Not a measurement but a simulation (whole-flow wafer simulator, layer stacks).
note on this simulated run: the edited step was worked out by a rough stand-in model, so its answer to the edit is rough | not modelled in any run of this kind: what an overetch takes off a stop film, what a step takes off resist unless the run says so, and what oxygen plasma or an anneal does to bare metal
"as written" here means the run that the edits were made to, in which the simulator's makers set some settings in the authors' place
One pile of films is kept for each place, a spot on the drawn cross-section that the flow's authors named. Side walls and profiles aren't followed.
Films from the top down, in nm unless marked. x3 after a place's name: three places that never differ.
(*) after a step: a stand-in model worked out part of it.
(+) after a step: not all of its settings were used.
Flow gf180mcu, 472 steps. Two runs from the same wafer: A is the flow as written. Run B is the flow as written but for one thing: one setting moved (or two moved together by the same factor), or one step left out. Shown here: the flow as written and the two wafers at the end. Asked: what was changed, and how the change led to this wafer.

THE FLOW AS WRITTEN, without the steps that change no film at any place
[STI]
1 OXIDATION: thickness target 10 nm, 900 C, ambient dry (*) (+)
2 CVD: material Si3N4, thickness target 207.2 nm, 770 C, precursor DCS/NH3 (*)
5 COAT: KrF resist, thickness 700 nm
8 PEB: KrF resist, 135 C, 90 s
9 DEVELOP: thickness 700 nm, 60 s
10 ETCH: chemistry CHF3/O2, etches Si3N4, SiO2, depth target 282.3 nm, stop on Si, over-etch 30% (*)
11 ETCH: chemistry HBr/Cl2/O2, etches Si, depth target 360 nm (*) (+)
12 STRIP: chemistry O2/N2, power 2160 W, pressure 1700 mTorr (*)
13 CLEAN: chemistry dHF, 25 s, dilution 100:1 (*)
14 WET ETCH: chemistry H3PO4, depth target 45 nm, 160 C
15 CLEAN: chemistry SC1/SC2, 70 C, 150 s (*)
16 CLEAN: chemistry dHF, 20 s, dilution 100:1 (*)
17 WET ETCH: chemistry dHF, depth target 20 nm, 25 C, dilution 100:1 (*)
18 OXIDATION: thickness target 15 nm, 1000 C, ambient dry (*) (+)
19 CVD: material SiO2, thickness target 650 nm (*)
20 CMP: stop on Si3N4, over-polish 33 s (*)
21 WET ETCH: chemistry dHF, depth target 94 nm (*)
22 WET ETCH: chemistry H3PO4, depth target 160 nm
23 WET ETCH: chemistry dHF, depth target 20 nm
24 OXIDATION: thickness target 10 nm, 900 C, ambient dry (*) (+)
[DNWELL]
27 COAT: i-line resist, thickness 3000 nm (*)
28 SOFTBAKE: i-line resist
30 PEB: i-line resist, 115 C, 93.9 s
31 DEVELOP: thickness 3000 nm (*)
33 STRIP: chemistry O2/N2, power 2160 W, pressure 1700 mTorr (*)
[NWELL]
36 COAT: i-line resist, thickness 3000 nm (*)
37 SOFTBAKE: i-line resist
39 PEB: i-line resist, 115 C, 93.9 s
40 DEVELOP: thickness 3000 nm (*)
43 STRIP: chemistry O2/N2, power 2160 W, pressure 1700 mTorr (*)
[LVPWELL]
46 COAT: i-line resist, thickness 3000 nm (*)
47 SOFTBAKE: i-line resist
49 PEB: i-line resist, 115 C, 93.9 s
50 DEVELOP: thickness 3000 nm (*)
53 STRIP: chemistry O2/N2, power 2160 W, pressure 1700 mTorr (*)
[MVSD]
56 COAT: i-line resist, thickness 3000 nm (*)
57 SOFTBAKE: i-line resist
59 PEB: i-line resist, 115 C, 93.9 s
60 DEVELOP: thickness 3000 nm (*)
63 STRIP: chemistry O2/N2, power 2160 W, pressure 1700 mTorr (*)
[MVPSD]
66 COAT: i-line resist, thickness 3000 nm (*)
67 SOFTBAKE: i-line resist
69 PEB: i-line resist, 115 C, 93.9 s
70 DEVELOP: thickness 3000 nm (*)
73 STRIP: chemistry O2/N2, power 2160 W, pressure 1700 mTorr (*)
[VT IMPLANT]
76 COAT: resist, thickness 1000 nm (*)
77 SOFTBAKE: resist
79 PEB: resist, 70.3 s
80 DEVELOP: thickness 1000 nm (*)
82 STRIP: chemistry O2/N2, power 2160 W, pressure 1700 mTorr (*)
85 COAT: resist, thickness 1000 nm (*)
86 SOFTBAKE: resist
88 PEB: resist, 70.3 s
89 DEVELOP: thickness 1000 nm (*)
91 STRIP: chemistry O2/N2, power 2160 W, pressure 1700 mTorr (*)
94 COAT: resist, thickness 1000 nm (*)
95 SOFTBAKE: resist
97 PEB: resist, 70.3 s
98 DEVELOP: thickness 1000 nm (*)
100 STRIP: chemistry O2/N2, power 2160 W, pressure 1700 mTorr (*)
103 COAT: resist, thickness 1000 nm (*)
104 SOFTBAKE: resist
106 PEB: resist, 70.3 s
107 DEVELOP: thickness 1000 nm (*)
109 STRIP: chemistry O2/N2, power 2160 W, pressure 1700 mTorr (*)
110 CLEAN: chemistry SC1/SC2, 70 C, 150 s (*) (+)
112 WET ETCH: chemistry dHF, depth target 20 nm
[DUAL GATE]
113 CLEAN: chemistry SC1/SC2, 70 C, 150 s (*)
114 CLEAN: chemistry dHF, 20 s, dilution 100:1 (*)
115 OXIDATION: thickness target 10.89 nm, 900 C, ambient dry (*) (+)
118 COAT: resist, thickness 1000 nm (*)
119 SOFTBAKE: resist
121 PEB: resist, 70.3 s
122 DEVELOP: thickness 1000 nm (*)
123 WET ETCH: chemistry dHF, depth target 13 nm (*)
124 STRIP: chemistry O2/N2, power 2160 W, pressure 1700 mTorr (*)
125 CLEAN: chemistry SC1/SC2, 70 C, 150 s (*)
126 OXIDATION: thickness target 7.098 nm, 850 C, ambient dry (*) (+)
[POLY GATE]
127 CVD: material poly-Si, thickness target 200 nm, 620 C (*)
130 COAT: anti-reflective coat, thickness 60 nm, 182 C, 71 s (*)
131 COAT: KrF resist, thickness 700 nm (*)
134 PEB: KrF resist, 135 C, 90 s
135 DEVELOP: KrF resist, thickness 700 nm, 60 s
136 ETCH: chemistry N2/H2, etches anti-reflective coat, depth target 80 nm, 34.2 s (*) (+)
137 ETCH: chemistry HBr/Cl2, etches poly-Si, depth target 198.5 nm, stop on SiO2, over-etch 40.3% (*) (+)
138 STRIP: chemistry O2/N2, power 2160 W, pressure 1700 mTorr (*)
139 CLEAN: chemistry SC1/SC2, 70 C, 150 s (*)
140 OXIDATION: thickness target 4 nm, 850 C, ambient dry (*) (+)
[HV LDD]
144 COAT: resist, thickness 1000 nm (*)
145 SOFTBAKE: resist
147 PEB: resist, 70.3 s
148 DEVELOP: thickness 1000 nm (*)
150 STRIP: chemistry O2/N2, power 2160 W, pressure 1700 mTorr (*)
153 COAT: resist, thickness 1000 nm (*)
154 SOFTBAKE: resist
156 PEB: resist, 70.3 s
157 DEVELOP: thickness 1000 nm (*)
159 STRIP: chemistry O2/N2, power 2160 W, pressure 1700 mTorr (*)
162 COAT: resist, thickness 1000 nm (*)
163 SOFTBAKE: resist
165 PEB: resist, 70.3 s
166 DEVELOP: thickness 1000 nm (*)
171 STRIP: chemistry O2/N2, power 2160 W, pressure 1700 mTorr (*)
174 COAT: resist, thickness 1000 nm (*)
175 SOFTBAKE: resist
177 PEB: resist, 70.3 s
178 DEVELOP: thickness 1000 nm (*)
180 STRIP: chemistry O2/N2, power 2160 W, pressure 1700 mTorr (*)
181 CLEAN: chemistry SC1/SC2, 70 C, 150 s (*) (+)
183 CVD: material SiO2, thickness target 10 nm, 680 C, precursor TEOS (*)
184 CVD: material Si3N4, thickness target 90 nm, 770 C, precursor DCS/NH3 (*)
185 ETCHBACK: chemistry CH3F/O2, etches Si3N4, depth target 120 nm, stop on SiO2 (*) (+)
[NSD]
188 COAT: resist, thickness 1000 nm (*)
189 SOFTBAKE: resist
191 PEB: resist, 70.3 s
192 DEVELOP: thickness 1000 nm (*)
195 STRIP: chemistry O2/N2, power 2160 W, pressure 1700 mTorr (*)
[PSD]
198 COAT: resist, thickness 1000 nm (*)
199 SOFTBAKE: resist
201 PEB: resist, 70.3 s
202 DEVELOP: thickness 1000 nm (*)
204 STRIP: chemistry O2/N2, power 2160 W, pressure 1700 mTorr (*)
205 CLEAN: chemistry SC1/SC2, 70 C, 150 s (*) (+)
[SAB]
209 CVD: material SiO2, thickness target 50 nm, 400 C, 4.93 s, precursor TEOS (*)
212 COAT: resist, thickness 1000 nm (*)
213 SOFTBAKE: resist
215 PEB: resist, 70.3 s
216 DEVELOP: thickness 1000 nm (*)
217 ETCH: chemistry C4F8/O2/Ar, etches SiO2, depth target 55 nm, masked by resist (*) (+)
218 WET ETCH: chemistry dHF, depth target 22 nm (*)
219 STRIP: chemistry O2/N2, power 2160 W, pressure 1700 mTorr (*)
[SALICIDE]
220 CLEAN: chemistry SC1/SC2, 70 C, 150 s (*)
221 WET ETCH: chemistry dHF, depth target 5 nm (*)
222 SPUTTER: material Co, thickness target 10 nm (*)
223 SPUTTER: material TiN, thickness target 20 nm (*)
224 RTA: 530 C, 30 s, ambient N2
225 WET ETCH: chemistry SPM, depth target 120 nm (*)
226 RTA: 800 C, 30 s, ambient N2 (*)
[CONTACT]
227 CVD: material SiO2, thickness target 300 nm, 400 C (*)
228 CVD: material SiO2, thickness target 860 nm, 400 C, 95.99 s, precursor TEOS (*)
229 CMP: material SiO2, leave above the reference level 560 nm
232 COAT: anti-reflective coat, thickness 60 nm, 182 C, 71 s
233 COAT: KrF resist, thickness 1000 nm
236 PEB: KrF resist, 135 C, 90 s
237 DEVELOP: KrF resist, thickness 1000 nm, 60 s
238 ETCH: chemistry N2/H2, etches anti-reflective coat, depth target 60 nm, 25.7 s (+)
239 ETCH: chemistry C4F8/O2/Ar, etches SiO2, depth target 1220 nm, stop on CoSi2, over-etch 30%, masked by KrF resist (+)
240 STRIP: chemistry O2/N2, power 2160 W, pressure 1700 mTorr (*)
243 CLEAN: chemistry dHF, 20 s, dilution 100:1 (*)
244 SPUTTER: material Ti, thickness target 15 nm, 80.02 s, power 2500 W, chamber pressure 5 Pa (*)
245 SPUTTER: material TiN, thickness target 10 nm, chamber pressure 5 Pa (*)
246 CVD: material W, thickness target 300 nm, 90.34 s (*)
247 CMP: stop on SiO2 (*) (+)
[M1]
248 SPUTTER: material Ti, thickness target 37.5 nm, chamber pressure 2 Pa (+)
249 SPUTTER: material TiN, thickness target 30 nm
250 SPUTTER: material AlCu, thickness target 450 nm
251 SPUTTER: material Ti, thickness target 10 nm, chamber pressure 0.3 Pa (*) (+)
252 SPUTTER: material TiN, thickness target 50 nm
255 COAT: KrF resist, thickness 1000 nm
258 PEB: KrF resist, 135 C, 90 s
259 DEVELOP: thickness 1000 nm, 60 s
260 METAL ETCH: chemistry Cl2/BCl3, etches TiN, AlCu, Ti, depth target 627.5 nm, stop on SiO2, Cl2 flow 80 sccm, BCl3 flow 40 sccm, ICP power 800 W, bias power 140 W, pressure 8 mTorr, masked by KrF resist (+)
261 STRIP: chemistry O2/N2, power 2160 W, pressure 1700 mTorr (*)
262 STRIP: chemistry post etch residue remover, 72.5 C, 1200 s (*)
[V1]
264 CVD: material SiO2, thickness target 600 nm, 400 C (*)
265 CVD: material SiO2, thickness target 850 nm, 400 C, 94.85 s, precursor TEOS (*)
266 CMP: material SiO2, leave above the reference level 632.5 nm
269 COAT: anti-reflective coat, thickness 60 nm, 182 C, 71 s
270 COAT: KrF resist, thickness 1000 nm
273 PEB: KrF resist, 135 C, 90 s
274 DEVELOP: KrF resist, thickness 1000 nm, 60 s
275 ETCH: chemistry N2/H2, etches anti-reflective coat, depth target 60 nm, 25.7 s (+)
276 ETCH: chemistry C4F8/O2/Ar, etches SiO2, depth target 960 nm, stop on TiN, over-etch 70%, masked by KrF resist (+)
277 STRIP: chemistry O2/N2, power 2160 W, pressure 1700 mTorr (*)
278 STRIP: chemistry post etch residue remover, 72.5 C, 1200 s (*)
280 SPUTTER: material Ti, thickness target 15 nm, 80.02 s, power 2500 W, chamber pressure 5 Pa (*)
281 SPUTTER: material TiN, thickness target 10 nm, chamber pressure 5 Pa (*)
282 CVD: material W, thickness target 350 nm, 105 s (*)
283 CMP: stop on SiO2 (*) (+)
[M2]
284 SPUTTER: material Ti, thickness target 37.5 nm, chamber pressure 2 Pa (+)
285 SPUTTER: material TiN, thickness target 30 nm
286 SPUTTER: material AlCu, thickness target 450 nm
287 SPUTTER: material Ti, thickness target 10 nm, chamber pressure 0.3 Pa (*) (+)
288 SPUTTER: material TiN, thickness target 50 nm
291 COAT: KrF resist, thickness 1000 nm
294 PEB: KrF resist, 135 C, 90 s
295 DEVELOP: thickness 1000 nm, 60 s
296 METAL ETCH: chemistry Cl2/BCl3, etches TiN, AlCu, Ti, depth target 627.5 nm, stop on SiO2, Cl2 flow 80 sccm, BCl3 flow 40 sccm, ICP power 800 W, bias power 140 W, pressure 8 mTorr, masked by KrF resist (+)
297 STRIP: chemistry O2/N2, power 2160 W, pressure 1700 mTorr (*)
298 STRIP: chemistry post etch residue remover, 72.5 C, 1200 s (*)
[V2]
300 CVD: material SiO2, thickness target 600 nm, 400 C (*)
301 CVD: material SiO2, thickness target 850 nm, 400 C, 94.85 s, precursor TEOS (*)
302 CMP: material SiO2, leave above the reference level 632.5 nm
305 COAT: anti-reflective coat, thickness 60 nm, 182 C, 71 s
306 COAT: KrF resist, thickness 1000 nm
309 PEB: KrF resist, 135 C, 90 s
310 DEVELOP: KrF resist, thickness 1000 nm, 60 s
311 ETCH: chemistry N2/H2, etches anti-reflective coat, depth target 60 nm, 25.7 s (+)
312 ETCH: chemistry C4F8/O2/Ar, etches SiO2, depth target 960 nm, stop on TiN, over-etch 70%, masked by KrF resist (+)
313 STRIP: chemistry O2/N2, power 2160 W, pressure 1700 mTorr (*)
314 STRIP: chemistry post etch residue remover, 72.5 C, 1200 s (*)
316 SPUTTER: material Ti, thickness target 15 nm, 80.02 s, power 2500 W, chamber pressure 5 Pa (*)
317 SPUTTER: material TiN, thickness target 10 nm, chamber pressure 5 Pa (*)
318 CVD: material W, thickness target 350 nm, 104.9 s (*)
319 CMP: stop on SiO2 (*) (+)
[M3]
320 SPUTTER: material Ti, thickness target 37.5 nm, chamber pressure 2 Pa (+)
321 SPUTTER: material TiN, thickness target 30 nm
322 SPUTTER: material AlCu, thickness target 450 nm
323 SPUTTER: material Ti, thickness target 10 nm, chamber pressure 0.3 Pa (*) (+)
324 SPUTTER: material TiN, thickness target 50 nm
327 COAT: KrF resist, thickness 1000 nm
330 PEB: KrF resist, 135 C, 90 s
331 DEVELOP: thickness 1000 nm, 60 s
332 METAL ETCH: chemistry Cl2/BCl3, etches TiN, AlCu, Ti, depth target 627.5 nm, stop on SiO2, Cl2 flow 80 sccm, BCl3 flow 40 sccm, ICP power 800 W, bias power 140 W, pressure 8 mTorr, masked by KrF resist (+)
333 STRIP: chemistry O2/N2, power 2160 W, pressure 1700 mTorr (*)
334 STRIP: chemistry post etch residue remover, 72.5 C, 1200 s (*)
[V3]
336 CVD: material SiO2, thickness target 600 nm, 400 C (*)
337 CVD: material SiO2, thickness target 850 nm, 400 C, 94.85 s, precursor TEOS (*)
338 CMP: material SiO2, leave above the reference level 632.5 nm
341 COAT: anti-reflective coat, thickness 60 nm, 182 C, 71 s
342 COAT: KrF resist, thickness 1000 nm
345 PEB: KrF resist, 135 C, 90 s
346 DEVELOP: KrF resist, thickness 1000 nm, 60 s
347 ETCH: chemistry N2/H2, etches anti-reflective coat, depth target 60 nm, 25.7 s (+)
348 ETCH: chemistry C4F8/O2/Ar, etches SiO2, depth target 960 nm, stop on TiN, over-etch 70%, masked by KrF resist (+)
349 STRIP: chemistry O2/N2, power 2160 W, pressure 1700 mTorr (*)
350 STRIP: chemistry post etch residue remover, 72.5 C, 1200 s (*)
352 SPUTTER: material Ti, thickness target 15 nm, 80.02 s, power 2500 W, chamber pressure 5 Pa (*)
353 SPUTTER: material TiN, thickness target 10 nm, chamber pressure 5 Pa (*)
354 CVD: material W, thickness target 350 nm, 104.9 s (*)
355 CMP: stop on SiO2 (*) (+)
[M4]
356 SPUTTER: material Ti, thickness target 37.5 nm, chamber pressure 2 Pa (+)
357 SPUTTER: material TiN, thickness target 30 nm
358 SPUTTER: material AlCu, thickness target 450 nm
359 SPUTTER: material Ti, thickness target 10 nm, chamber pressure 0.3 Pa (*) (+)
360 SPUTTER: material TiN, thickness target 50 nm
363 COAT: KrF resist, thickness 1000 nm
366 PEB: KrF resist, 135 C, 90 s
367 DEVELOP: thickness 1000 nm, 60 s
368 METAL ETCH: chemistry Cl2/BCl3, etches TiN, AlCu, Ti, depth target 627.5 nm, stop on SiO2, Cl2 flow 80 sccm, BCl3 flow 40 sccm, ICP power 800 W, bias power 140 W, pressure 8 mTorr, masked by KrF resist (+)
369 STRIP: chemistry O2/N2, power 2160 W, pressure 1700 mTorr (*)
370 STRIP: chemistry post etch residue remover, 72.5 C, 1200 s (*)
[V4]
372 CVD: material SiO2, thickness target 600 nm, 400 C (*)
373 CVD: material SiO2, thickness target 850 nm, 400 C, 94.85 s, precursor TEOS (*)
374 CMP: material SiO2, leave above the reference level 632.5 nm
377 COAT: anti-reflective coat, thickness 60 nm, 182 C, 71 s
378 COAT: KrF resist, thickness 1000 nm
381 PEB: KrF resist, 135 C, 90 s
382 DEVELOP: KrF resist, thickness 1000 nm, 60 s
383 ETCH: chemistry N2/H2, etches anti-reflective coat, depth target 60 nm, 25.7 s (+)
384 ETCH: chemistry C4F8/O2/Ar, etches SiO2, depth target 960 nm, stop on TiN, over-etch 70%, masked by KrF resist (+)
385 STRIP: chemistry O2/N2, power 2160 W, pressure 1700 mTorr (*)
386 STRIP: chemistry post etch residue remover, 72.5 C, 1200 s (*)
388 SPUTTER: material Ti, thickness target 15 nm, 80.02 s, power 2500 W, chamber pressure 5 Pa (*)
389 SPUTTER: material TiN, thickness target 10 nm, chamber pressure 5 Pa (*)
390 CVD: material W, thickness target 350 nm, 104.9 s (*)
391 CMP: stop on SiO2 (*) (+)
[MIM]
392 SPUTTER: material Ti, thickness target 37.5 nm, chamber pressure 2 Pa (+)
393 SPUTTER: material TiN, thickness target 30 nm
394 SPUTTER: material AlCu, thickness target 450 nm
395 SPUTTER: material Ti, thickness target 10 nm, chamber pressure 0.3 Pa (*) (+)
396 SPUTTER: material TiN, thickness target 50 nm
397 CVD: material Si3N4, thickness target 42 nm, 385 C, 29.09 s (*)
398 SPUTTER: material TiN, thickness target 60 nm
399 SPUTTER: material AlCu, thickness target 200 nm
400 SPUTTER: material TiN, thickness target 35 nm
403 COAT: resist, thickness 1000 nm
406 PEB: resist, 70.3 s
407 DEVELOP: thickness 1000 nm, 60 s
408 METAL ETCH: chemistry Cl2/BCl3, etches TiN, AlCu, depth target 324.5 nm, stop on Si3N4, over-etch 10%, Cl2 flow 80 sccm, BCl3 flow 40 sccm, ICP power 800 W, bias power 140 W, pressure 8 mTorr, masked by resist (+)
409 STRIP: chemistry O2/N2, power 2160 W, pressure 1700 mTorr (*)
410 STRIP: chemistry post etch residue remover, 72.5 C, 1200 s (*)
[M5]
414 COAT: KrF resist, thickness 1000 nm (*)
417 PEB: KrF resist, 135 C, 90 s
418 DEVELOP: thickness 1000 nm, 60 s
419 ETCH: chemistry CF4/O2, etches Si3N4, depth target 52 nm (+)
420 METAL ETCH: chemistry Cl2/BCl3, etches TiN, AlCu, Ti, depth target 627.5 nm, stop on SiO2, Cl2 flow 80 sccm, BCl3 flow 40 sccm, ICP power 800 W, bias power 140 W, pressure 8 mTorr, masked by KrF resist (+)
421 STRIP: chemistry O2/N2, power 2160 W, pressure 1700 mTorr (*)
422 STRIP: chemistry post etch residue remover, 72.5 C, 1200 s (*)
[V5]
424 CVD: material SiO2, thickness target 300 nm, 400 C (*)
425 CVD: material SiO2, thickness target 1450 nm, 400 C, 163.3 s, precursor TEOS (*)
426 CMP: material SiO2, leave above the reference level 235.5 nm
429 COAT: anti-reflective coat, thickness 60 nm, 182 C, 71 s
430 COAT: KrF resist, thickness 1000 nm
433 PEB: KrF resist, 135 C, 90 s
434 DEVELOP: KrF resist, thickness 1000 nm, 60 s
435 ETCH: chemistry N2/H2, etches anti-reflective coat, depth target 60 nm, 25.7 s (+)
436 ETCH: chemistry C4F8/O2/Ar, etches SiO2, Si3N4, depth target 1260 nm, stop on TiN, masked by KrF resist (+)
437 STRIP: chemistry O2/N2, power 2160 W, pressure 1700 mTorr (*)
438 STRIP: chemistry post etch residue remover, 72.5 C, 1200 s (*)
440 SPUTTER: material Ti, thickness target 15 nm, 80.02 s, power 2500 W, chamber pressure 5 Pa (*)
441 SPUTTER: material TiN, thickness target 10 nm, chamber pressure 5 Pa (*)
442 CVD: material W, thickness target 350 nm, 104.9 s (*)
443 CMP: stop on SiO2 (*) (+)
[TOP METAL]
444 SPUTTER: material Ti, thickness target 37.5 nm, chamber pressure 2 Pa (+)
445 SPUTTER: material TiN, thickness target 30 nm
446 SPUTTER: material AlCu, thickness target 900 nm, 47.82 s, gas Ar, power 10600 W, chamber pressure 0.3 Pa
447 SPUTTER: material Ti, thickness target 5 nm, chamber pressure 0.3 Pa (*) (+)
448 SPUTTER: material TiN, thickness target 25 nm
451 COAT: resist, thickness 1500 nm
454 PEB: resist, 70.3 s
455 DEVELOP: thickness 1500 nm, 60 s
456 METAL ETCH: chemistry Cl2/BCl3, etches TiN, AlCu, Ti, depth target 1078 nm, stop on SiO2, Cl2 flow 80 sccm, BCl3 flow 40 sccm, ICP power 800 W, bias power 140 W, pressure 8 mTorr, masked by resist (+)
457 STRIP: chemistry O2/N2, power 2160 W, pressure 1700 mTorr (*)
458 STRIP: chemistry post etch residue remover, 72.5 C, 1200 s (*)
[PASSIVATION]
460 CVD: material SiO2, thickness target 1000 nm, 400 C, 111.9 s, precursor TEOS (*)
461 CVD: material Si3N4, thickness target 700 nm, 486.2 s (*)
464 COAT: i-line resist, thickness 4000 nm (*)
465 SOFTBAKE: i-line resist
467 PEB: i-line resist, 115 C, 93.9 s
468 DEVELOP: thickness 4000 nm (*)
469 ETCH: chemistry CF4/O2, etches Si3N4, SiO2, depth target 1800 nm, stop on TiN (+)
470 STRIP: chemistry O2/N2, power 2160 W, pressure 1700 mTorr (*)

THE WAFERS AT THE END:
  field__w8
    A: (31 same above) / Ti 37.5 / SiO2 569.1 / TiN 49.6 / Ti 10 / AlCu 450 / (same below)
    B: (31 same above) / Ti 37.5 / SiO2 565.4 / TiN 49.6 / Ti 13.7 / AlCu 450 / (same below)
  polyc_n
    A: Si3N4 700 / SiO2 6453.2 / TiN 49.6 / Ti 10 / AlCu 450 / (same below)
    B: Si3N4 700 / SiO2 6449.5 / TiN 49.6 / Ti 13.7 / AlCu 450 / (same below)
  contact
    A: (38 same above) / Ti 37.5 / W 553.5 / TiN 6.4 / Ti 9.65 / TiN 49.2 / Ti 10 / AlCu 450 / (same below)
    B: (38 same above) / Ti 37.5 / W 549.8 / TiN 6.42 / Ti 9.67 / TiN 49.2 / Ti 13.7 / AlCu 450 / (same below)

The cause: step 251, SPUTTER: thickness target 13.7 nm was run, where the flow has thickness target 10 nm.
It can be read off the wafer: field__w8 has Ti 13.7, and step 251 as written asks for 10 nm.

How the change led to this, step by step:
  251 SPUTTER: material Ti, thickness target 10 nm, chamber pressure 0.3 Pa (*) (+)
      field, field__w1, field__w2 and 108 more: A Ti +10 (new film) | B Ti +13.7 (new film)
  260 METAL ETCH: chemistry Cl2/BCl3, etches TiN, AlCu, Ti, depth target 627.5 nm, stop on SiO2, Cl2 flow 80 sccm, BCl3 flow 40 sccm, ICP power 800 W, bias power 140 W, pressure 8 mTorr, masked by KrF resist (+)
      field, field__w1, field__w2 and 99 more: A TiN -50 (all of it), Ti -10 (all of it), AlCu -450 (all of it), TiN -30 (all of it), Ti -37.5 (all of it) | B TiN -50 (all of it), Ti -13.7 (all of it), AlCu -450 (all of it), TiN -30 (all of it), Ti -37.5 (all of it)
